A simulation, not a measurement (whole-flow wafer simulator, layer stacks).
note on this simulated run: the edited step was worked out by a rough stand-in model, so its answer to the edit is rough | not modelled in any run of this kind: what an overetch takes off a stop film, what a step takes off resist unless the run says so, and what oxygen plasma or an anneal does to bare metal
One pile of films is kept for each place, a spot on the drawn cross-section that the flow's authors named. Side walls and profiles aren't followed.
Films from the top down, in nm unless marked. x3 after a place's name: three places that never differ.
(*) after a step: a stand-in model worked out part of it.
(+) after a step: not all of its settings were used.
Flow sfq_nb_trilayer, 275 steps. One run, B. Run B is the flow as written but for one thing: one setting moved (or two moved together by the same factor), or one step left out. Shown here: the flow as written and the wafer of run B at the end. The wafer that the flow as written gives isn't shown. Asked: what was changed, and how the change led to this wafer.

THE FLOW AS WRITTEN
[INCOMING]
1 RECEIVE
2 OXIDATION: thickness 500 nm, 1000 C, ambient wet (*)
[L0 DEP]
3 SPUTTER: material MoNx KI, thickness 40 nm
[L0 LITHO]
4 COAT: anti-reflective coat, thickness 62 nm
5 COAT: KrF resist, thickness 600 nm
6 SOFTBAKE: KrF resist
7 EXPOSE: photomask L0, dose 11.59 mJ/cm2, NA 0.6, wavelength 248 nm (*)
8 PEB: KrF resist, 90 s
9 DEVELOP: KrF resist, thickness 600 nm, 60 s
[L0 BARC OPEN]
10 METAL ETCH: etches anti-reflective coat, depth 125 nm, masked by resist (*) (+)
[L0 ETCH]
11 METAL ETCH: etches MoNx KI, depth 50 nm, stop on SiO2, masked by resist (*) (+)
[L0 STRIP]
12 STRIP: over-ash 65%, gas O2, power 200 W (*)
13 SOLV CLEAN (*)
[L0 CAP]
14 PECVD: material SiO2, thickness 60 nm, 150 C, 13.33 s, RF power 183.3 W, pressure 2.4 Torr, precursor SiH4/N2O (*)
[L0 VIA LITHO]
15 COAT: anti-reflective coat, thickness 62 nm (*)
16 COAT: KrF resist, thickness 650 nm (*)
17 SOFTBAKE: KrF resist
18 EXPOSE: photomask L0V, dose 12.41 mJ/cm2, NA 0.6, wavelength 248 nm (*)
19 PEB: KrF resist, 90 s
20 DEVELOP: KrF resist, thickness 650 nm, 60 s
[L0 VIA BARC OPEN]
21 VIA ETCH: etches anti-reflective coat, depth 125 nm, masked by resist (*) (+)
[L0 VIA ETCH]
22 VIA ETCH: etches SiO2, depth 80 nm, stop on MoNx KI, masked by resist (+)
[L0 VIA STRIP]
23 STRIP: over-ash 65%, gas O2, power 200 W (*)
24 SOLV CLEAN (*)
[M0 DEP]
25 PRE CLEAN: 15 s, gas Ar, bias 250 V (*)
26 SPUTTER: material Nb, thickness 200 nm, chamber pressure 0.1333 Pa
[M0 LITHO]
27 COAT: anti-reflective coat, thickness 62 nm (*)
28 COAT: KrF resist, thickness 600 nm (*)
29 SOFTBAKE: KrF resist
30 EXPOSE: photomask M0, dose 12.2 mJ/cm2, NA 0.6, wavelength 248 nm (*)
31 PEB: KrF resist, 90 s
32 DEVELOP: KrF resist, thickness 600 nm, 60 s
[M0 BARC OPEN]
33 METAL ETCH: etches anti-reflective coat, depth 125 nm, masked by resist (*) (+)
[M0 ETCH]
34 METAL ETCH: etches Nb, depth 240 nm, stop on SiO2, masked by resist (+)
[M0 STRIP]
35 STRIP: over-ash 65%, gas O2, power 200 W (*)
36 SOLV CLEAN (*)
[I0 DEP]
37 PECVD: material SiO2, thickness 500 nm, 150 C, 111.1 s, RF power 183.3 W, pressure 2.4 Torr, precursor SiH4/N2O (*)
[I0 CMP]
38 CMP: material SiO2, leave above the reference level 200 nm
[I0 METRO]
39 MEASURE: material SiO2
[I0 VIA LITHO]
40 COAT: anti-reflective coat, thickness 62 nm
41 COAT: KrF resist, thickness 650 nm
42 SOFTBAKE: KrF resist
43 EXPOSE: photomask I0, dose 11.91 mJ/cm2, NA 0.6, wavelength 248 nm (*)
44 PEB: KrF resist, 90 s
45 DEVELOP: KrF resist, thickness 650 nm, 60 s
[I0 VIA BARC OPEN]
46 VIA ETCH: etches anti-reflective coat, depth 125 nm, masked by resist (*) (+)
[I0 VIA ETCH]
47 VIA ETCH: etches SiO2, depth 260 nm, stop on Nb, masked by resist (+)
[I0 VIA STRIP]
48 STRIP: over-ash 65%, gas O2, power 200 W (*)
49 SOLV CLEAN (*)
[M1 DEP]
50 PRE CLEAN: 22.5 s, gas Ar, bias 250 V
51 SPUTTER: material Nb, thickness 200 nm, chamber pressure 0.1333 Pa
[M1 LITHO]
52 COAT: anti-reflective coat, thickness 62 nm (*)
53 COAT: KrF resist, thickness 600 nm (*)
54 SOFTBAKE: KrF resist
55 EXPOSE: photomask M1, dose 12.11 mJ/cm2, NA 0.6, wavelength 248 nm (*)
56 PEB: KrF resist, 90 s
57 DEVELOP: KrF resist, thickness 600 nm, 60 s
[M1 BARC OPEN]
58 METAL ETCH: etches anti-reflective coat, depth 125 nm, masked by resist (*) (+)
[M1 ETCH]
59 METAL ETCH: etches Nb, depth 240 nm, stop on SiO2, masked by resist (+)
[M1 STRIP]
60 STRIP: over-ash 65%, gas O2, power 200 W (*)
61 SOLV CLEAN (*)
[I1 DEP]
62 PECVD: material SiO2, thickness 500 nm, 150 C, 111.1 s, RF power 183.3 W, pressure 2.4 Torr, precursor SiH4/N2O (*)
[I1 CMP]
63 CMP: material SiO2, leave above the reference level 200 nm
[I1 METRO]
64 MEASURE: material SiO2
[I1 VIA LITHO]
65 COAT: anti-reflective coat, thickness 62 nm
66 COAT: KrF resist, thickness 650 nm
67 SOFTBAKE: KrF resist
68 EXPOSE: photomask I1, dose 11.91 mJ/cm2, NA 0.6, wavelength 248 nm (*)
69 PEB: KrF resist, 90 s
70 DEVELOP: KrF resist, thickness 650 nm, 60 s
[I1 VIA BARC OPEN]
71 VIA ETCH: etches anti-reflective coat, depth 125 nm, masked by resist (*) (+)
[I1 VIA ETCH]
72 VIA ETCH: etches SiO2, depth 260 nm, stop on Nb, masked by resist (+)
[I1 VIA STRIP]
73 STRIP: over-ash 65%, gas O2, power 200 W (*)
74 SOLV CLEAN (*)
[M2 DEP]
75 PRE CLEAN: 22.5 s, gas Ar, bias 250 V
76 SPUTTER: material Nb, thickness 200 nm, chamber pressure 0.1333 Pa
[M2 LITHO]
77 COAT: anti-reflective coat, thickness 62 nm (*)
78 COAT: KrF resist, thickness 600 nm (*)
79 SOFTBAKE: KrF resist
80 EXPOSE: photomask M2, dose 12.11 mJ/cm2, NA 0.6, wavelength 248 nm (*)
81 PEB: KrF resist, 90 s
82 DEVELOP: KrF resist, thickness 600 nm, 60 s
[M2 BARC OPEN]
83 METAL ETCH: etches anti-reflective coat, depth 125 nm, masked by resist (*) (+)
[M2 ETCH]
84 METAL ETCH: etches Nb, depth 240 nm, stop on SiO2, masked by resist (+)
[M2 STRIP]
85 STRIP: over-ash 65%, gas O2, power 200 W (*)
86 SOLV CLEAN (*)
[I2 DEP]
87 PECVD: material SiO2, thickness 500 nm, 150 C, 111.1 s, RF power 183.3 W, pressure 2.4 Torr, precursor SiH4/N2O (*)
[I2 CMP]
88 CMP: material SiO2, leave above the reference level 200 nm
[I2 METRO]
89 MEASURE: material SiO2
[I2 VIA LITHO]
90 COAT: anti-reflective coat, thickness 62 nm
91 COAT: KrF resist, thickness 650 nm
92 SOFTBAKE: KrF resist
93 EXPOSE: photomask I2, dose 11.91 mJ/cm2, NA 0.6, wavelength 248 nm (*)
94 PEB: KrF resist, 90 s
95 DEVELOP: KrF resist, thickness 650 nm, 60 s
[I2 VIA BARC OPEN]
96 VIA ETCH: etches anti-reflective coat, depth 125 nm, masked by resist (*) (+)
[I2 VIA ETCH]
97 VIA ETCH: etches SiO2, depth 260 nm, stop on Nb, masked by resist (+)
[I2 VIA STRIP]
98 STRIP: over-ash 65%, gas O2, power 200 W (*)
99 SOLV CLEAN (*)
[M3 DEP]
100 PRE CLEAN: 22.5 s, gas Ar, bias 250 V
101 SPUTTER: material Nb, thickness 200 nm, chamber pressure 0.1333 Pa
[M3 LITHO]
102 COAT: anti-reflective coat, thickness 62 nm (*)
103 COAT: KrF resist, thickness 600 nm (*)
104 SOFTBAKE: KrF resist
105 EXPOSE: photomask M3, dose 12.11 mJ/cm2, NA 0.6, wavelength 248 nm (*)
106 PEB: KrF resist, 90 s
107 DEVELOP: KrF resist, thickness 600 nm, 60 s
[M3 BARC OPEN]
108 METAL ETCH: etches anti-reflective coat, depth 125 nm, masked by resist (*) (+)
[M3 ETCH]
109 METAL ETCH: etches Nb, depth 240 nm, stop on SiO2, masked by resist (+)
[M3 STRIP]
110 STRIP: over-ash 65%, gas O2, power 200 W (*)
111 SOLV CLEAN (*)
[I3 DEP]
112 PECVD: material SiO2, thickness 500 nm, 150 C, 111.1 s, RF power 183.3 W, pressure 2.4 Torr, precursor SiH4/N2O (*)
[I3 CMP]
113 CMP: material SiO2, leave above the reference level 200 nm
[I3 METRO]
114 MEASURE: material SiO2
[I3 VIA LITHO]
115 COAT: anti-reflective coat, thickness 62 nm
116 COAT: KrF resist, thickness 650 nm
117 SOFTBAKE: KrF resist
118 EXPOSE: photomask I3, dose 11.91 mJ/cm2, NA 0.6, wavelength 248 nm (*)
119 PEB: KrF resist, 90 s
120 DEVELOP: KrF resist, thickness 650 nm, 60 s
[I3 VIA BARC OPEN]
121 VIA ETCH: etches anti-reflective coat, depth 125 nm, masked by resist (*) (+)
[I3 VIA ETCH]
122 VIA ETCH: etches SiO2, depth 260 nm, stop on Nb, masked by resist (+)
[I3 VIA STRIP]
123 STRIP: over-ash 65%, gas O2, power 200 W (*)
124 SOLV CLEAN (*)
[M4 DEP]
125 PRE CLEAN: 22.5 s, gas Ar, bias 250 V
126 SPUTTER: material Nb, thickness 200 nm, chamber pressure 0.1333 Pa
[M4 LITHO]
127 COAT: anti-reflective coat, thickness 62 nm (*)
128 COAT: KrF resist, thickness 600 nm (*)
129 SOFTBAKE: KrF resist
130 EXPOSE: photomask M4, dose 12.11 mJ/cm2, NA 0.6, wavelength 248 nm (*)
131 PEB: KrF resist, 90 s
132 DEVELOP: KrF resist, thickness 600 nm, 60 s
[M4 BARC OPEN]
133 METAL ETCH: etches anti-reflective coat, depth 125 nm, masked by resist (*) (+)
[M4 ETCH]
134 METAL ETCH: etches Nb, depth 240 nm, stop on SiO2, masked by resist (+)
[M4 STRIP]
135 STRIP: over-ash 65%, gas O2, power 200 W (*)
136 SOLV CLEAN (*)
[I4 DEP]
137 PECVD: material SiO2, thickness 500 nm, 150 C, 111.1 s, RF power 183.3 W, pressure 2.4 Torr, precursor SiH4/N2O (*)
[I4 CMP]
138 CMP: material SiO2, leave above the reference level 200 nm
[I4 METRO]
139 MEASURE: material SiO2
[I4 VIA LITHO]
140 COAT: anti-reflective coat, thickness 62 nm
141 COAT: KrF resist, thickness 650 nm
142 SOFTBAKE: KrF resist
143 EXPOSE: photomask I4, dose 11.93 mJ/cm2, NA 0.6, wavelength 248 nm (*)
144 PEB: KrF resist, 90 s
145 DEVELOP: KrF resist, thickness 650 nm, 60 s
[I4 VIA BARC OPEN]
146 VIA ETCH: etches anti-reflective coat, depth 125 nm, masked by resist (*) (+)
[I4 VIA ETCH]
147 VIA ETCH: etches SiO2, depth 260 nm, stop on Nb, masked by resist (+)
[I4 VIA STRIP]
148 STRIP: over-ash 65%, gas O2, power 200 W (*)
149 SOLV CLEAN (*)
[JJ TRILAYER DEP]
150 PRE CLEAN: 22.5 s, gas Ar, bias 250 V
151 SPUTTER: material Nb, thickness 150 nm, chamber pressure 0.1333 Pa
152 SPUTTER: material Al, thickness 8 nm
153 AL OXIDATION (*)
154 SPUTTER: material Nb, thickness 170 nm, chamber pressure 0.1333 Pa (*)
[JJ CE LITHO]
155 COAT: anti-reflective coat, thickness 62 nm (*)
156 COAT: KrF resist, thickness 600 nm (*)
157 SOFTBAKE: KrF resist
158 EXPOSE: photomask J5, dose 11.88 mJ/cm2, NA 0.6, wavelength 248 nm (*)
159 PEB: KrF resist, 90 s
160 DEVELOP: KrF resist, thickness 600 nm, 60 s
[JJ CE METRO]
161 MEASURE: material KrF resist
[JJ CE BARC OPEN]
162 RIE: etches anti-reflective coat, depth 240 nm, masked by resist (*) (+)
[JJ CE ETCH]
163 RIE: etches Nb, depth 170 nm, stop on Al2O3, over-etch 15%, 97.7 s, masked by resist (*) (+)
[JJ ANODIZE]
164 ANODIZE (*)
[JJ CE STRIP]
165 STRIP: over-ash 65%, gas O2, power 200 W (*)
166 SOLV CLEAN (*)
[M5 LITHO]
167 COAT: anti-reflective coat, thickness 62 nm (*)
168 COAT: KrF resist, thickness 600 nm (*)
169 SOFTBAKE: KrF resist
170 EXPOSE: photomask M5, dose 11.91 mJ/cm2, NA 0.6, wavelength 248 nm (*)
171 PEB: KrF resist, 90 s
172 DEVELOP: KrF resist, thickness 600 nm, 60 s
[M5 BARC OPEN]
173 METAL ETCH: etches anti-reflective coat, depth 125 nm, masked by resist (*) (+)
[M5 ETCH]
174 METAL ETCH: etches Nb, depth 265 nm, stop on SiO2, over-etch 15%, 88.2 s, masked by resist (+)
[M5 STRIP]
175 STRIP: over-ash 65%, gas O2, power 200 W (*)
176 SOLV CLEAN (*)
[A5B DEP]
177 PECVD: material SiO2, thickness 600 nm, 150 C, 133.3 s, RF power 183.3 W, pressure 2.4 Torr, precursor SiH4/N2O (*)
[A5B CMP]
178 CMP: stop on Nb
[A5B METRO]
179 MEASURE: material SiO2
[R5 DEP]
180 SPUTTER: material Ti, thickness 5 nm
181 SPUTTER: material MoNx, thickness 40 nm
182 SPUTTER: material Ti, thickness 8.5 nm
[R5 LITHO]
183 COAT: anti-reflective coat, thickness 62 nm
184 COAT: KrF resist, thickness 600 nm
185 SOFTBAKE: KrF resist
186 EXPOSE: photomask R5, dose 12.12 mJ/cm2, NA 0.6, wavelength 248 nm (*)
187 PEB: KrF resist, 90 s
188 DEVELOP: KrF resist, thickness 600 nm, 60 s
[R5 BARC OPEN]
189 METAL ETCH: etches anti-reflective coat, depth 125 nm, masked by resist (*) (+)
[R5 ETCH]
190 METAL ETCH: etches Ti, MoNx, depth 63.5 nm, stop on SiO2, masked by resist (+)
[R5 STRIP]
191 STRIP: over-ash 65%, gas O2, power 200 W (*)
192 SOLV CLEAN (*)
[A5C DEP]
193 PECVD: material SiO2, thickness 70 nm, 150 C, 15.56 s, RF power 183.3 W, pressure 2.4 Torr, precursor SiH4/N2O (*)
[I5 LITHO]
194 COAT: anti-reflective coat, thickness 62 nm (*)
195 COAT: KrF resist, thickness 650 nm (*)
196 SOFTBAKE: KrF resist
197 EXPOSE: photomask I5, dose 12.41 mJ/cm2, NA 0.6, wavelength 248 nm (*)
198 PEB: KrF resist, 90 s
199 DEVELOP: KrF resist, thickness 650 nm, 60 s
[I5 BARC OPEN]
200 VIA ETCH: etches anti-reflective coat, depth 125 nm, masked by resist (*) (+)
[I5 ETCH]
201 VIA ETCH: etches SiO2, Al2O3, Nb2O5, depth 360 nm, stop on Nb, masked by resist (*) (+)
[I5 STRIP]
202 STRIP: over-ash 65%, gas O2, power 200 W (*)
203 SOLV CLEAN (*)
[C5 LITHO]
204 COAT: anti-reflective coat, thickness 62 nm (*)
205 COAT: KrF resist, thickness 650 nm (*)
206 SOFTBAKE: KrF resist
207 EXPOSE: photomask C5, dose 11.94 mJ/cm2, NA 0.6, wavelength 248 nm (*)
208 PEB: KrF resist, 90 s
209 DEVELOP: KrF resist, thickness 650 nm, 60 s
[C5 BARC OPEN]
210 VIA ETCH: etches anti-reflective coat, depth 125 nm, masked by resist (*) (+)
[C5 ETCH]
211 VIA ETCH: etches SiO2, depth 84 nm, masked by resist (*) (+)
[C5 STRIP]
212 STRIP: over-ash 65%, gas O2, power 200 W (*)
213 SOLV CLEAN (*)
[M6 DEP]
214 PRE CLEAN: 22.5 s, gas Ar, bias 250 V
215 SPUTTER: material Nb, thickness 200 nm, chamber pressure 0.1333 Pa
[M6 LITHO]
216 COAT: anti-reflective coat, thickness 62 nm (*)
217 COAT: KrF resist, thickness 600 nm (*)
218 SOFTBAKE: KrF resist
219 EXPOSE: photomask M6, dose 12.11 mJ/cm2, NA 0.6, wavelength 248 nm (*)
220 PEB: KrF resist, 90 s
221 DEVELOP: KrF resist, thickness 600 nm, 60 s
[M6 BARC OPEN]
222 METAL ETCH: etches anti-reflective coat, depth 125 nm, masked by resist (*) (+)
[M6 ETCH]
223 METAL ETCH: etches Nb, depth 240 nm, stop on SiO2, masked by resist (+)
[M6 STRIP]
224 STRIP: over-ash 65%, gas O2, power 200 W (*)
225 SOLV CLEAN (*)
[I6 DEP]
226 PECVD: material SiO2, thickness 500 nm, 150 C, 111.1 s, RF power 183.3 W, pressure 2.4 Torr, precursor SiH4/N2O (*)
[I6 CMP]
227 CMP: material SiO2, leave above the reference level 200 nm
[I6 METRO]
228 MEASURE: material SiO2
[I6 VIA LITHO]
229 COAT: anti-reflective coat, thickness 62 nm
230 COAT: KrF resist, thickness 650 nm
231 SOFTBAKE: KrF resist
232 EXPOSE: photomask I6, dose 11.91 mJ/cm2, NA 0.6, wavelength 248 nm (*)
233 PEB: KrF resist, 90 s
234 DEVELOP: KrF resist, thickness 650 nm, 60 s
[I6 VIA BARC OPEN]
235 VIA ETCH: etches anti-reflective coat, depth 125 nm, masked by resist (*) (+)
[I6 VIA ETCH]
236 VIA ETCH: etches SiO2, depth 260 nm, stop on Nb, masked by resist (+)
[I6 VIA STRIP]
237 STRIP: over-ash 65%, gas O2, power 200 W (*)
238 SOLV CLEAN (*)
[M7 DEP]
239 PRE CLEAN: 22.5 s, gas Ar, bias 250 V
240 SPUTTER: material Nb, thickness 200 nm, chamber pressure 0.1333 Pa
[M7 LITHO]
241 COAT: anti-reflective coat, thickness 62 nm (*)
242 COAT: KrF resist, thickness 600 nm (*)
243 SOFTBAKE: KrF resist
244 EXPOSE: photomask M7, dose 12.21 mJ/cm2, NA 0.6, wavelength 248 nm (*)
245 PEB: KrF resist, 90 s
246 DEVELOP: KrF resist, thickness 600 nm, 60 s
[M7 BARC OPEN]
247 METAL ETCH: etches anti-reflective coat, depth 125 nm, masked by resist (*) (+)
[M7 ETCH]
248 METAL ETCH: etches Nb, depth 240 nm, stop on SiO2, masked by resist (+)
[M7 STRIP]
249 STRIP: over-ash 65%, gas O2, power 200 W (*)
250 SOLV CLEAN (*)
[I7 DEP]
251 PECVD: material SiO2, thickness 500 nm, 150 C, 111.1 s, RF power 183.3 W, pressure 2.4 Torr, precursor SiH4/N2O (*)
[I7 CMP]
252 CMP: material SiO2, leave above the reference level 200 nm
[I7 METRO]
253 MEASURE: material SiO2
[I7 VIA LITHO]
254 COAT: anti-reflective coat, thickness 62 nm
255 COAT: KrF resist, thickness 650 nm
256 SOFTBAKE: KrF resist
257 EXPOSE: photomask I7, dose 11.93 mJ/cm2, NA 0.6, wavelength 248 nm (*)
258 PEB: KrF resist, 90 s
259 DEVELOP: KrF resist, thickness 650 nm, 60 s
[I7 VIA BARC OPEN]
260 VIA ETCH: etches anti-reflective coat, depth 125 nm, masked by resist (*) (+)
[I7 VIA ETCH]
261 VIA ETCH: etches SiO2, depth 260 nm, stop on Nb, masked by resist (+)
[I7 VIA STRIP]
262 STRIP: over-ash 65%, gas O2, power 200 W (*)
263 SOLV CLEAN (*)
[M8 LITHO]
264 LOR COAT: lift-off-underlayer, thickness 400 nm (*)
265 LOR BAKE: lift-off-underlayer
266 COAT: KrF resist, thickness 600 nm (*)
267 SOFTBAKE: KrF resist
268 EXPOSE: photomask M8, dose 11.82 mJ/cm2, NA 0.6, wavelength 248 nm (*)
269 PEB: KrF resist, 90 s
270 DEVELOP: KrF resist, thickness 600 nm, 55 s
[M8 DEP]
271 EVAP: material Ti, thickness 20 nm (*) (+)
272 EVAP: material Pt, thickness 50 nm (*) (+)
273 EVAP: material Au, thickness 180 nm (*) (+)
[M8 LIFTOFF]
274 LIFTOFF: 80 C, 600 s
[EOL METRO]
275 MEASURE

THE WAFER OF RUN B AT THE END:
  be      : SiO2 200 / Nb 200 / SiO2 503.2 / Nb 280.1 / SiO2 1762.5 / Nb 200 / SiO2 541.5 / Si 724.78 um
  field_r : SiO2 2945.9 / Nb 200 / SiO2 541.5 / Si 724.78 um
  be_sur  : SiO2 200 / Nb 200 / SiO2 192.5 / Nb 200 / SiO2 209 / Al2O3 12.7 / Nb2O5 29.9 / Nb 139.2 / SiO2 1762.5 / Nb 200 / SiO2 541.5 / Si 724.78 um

The cause: step 14, PECVD: thickness 46.5 nm was run, where the flow has thickness 60 nm; step 14, PECVD: 10.33 s was run, where the flow has 13.33 s.

How the change led to this, step by step:
  14 PECVD: material SiO2, thickness 60 nm, 150 C, 13.33 s, RF power 183.3 W, pressure 2.4 Torr, precursor SiH4/N2O (*)
      v_sur, via_wl, via_w and 97 more: SiO2 +46.5 (as written it would be: SiO2 +60)
      field_l, l0_sur, l0v, l0r_line_l, l0r_line_c, l0r_line_r: SiO2 +46.5 (new film) (as written it would be: SiO2 +60 (new film))
  22 VIA ETCH: etches SiO2, depth 80 nm, stop on MoNx KI, masked by resist (+)
      field_l, v_sur, via_wl and 102 more: KrF resist -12 (as written it would be: KrF resist -13.8)
      l0v: SiO2 -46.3 (all of it) (as written it would be: SiO2 -59.8 (all of it))
  27 COAT: anti-reflective coat, thickness 62 nm (*)
      l0_sur: anti-reflective coat +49 (new film) (as written it would be: anti-reflective coat +47.5 (new film))
      l0v: anti-reflective coat +73.9 (new film) (as written it would be: anti-reflective coat +78 (new film))
  35 STRIP: over-ash 65%, gas O2, power 200 W (*)
      l0_sur: KrF resist -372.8 (all of it), anti-reflective coat -49 (all of it) (as written it would be: KrF resist -372 (all of it), anti-reflective coat -47.5 (all of it))
      l0v: KrF resist -396.8 (all of it), anti-reflective coat -73.9 (all of it) (as written it would be: KrF resist -405.3 (all of it), anti-reflective coat -78 (all of it))
  38 CMP: material SiO2, leave above the reference level 200 nm
      l0v: SiO2 -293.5 (as written it would be: SiO2 -277.8)
